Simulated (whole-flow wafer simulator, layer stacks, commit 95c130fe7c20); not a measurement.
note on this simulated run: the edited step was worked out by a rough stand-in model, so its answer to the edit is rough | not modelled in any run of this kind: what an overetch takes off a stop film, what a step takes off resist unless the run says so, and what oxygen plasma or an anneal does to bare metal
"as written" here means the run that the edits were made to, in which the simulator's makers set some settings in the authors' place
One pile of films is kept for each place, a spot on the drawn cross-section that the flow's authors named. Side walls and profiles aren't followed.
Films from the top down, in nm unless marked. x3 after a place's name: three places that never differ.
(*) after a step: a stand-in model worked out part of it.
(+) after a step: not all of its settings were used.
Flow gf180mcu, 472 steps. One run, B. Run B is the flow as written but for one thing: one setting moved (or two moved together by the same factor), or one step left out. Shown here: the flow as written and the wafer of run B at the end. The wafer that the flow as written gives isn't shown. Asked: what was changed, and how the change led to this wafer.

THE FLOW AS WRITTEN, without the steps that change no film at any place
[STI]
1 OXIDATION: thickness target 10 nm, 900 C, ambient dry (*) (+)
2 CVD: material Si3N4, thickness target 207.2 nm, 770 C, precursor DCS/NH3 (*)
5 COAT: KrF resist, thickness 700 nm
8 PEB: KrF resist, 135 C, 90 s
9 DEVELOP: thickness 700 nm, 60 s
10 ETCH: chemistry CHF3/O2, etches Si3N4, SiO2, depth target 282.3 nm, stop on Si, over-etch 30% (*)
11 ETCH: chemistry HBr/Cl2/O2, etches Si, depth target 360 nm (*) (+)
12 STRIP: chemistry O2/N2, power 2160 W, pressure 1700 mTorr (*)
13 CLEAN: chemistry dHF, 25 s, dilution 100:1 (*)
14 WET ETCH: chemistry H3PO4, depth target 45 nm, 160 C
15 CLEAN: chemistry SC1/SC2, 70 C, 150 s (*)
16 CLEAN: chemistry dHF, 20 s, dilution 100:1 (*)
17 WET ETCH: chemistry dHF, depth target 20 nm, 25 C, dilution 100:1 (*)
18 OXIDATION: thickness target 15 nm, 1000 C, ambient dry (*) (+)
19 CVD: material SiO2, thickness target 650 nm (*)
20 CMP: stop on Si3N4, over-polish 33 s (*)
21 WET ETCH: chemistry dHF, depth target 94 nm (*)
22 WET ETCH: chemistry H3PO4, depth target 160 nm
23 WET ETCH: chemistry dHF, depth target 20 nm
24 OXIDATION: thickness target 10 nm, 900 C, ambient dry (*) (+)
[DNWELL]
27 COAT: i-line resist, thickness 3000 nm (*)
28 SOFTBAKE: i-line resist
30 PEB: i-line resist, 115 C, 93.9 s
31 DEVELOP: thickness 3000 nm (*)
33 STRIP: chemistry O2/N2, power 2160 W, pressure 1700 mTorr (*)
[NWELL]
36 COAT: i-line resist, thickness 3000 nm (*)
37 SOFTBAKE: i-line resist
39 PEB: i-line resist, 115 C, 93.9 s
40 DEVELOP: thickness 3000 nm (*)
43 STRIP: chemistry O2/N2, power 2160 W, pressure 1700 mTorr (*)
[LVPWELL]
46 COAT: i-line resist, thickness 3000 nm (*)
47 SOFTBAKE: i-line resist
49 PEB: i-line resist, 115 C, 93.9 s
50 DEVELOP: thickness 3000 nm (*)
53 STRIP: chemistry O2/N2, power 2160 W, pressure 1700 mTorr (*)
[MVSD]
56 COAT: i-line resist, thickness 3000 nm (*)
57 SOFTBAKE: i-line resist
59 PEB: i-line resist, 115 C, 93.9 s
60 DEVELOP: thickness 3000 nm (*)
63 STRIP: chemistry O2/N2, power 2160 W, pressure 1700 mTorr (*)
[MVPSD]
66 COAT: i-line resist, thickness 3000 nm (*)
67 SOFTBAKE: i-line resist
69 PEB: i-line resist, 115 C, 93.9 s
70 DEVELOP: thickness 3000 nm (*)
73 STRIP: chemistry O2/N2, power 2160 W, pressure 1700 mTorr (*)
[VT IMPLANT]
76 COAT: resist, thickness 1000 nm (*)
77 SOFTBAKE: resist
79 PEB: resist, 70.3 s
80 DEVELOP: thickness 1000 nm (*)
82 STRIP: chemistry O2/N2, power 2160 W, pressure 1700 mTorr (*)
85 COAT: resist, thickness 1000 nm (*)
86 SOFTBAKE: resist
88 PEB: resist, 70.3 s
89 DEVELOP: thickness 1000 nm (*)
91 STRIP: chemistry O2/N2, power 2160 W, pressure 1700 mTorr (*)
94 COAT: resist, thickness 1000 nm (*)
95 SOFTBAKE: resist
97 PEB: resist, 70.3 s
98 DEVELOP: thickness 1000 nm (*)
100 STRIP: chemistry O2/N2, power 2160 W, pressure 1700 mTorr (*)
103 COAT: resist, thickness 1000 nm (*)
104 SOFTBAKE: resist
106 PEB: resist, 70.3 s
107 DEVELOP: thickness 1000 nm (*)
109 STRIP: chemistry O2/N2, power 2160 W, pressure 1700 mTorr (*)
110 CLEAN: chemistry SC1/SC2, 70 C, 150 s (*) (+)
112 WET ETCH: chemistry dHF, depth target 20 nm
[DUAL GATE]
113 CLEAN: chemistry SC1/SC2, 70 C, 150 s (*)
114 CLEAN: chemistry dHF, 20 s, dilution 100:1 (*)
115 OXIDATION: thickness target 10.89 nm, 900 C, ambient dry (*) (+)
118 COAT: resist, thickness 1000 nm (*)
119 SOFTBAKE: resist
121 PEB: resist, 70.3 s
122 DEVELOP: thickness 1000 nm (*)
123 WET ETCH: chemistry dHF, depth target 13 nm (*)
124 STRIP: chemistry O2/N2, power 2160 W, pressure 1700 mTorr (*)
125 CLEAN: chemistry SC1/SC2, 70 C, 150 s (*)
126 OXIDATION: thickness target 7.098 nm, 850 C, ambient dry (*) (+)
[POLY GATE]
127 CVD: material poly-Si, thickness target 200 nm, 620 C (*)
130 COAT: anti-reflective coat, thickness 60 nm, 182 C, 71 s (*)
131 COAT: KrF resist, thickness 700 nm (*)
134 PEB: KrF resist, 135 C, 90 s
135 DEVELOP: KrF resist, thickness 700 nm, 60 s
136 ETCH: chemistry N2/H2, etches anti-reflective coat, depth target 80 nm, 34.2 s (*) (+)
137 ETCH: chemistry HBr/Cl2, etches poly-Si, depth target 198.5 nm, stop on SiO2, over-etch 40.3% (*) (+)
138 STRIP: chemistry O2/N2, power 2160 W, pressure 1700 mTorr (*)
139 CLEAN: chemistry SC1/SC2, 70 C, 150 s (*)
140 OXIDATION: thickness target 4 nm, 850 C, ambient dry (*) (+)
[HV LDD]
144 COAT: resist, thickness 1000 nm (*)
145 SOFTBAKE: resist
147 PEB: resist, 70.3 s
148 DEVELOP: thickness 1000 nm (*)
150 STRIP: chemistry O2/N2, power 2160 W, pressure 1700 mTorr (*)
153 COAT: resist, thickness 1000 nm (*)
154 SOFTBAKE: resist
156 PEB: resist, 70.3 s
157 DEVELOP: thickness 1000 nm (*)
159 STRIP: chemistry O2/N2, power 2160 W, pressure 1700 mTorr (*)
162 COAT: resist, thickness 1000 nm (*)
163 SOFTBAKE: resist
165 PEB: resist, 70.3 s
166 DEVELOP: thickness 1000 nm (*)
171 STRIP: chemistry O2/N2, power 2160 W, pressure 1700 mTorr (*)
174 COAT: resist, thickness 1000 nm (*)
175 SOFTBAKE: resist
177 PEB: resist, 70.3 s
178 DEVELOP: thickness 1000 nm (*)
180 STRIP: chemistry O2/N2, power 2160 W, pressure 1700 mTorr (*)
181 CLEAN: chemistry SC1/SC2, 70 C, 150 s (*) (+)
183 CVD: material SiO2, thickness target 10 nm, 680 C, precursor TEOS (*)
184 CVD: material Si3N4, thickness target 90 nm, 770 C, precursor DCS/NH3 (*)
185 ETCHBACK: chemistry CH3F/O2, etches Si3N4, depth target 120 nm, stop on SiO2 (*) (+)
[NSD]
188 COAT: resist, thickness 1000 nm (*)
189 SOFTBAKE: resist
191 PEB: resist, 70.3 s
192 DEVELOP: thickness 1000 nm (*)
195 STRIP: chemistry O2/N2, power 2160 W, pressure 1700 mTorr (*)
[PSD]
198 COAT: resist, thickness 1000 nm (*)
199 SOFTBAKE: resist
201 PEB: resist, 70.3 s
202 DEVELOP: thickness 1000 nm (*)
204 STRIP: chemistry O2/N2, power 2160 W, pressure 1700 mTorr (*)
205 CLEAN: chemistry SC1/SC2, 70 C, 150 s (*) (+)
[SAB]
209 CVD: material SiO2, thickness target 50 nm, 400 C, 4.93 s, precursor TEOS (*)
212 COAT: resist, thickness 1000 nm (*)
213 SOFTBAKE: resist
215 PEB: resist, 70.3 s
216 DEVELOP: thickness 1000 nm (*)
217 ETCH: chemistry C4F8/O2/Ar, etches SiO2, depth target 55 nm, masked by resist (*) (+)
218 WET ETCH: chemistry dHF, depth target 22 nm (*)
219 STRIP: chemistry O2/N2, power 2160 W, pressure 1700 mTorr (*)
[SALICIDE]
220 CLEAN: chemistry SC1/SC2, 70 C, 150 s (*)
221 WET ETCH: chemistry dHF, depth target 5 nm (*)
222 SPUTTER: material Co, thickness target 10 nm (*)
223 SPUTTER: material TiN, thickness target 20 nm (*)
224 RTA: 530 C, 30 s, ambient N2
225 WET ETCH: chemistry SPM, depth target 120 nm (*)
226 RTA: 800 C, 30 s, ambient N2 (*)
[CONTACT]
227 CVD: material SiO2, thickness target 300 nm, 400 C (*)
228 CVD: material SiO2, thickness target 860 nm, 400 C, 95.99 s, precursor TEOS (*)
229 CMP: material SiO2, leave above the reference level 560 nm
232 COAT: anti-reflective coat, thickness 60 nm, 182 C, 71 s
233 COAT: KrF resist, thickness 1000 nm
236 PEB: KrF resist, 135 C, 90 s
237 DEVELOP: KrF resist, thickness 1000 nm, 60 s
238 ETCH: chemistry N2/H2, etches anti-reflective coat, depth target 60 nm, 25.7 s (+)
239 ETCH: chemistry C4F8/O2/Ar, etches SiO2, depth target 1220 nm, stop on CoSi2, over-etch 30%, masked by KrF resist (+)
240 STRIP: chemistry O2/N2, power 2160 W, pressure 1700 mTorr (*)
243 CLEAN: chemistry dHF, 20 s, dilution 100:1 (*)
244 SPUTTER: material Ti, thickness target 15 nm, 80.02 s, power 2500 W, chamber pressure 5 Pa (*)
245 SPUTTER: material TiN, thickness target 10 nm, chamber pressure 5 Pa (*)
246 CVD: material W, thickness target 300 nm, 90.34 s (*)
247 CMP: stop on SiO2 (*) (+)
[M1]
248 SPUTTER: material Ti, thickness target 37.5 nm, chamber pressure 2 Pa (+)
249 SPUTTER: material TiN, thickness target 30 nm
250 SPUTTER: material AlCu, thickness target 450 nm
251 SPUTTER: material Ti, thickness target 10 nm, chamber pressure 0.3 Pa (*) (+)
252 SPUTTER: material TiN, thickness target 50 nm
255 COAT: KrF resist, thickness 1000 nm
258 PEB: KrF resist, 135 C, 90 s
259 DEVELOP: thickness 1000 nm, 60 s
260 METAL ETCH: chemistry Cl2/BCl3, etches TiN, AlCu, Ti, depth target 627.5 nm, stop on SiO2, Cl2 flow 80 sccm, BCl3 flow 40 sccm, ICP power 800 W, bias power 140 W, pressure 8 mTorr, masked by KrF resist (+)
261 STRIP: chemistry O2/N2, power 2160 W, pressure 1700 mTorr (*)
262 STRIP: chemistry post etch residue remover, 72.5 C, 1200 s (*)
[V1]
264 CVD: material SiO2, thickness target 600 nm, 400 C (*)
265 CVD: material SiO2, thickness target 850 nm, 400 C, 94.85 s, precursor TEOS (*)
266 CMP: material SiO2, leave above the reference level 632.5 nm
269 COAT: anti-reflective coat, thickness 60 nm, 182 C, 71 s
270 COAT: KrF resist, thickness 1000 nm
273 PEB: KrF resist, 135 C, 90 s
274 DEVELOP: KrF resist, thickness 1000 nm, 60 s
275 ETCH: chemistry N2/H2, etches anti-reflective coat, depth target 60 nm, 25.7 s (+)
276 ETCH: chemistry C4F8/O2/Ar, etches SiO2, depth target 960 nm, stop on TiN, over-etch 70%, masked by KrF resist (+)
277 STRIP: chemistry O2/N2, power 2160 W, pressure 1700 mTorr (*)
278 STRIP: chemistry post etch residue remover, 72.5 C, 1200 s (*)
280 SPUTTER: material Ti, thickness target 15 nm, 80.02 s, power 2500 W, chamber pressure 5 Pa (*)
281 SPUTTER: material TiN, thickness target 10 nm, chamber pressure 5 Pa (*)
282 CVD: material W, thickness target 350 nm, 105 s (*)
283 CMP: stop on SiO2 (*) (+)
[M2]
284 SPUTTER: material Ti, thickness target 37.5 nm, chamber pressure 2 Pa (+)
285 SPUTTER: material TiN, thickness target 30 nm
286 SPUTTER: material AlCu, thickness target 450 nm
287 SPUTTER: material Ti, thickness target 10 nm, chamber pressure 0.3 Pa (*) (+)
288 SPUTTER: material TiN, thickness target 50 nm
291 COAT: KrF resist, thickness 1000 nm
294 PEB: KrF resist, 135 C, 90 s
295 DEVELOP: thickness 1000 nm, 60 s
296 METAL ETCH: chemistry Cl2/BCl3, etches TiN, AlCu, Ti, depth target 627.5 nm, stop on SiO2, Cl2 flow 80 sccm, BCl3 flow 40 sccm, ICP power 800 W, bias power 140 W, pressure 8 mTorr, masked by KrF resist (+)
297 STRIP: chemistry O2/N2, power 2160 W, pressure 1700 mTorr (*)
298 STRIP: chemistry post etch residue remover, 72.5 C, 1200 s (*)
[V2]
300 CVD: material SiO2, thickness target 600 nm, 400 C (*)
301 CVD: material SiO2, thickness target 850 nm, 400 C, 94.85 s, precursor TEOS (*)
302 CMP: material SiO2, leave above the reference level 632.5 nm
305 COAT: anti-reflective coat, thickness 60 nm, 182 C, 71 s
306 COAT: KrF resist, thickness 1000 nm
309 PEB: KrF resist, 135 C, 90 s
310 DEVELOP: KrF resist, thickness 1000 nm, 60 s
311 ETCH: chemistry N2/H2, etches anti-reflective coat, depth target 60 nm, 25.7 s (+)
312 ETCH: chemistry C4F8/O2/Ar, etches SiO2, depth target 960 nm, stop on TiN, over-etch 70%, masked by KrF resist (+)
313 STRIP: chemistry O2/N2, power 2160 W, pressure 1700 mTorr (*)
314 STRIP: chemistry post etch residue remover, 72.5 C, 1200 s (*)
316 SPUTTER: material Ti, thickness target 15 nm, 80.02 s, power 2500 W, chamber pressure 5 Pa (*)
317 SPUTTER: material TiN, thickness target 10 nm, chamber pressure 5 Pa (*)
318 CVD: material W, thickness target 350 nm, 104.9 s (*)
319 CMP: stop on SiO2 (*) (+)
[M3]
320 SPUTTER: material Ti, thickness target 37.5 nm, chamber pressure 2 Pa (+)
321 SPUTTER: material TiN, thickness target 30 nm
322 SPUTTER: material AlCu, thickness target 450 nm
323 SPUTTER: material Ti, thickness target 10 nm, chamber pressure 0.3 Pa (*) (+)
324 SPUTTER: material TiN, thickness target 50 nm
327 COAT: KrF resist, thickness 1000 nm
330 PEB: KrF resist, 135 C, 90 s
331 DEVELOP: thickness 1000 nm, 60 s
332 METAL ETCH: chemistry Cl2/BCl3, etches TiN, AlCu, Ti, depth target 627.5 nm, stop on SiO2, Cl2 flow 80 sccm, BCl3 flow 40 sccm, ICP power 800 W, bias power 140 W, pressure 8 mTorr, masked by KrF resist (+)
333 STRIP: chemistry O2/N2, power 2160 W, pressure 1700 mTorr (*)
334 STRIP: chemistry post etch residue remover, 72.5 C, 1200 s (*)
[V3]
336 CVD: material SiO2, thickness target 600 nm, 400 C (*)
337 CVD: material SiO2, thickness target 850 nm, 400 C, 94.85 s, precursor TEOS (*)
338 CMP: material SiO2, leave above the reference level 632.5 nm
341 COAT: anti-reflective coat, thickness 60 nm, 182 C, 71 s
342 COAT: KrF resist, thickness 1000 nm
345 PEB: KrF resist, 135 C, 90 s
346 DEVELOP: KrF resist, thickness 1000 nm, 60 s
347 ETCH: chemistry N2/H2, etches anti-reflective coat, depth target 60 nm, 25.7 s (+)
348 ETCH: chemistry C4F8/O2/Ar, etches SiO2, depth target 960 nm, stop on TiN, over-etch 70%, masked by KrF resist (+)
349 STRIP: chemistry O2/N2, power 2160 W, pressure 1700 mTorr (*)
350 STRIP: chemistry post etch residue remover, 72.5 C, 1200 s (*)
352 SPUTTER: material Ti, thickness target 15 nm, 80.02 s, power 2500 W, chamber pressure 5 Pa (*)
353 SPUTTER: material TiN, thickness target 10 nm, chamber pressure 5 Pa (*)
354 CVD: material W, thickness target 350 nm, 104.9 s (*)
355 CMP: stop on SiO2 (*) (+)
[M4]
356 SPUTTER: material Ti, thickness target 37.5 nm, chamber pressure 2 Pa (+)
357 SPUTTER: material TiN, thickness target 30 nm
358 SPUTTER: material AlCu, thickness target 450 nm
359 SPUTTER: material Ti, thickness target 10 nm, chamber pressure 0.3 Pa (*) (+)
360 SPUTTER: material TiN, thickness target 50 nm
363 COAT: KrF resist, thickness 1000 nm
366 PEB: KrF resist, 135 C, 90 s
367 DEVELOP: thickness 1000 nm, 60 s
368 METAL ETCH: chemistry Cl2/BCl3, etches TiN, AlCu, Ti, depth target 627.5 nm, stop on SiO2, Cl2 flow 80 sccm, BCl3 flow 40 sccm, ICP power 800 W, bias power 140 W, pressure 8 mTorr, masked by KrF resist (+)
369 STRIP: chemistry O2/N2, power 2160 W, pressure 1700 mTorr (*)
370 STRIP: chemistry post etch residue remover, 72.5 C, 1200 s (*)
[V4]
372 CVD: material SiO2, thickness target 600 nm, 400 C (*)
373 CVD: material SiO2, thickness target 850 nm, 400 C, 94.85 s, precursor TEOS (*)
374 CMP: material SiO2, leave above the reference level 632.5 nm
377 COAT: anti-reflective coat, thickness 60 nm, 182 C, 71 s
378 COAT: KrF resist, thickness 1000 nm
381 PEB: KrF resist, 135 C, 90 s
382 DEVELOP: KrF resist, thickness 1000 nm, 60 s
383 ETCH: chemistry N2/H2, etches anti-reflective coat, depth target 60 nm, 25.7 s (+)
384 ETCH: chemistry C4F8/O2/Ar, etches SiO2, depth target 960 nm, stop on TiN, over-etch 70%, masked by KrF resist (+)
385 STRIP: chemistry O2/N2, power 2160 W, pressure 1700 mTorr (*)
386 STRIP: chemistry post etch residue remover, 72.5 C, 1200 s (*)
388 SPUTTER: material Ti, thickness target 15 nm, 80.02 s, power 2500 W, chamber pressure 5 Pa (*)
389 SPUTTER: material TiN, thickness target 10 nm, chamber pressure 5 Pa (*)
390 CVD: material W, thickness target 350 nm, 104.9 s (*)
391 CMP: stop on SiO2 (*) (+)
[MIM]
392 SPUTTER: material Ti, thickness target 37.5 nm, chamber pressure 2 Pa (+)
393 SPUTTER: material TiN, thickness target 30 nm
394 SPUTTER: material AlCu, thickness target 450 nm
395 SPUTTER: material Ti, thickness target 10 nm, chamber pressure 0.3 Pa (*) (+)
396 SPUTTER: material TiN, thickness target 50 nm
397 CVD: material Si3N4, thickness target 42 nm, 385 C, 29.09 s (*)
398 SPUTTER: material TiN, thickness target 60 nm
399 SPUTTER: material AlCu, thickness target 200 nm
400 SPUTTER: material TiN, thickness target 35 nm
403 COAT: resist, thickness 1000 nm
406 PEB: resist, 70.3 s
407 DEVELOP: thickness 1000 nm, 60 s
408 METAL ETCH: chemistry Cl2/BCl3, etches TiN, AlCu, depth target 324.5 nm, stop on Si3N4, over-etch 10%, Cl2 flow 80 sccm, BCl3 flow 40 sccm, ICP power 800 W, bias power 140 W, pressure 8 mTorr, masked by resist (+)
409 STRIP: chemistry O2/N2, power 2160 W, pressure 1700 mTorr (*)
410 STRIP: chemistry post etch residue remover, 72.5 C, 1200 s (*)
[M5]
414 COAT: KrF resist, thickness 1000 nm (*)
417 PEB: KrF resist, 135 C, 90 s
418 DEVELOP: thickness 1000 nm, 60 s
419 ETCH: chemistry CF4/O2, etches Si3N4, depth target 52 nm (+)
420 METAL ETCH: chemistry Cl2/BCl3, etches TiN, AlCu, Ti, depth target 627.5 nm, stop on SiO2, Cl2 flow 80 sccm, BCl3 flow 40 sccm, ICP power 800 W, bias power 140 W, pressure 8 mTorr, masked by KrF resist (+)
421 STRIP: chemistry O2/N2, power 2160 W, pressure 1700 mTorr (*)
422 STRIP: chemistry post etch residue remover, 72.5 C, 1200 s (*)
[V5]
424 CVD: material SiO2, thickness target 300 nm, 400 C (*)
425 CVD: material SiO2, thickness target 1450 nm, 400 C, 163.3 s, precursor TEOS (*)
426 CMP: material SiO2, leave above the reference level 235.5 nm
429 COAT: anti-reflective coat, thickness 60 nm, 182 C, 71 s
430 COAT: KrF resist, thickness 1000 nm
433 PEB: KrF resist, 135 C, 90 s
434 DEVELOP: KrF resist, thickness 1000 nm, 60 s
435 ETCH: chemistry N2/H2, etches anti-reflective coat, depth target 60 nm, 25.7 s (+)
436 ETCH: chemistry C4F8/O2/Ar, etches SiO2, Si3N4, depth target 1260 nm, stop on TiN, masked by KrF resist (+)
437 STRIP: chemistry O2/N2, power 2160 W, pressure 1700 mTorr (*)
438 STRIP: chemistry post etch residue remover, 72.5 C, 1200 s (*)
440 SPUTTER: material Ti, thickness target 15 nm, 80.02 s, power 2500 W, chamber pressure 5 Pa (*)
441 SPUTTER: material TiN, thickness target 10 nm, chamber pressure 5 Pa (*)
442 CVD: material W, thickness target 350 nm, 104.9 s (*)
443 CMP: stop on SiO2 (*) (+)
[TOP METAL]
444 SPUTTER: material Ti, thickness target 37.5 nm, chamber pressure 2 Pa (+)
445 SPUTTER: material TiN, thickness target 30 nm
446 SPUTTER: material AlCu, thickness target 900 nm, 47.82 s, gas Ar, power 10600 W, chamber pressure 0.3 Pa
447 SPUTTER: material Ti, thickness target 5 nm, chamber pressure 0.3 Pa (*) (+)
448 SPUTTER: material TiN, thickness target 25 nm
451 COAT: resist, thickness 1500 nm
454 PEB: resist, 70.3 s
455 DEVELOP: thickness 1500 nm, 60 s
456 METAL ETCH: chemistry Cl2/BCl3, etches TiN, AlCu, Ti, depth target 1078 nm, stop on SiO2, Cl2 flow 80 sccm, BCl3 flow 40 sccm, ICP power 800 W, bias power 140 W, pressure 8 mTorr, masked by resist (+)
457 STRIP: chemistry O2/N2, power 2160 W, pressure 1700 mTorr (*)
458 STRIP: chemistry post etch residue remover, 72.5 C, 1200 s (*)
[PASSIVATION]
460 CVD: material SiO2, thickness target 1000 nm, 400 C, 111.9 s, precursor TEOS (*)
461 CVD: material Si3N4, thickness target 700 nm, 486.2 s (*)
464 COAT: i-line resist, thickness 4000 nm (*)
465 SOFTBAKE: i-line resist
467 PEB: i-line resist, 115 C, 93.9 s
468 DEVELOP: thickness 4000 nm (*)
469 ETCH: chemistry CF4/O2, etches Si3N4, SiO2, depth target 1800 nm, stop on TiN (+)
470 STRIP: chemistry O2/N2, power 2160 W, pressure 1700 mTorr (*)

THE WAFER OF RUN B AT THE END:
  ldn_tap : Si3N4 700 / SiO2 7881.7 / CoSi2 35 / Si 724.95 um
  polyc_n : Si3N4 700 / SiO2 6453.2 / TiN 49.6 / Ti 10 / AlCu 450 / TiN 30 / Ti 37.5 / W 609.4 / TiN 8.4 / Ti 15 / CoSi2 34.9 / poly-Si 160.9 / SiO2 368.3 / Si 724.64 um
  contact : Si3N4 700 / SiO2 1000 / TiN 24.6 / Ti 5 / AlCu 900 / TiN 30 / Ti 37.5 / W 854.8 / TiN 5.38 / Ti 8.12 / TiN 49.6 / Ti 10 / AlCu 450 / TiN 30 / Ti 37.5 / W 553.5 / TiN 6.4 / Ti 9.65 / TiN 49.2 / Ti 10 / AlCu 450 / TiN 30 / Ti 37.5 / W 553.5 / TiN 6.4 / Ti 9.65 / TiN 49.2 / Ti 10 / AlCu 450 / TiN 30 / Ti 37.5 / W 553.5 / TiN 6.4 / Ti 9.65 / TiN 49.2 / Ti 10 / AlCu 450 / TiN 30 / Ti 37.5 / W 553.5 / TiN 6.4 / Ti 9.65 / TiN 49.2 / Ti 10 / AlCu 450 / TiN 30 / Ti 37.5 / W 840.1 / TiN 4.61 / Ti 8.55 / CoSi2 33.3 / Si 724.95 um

The cause: step 245, SPUTTER: thickness target 8.4 nm was run, where the flow has thickness target 10 nm.
It can be read off the wafer: polyc_n has TiN 8.4, and step 245 as written asks for 10 nm.

How the change led to this, step by step:
  245 SPUTTER: material TiN, thickness target 10 nm, chamber pressure 5 Pa (*)
      field, field__w1, field__w2 and 107 more: TiN +8.4 (new film) (as written it would be: TiN +10 (new film))
      contact: TiN +4.61 (new film) (as written it would be: TiN +5.48 (new film))
  247 CMP: stop on SiO2 (*) (+)
      field, field__w1, field__w2 and 83 more: W -300 (all of it), TiN -8.4 (all of it), Ti -15 (all of it), SiO2 -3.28 (as written it would be: W -300 (all of it), TiN -10 (all of it), Ti -15 (all of it), SiO2 -3.29)
      n_well, m1, active_hv and 19 more: W -300 (all of it), TiN -8.4 (all of it), Ti -15 (all of it), SiO2 -3.27 (as written it would be: W -300 (all of it), TiN -10 (all of it), Ti -15 (all of it), SiO2 -3.29)
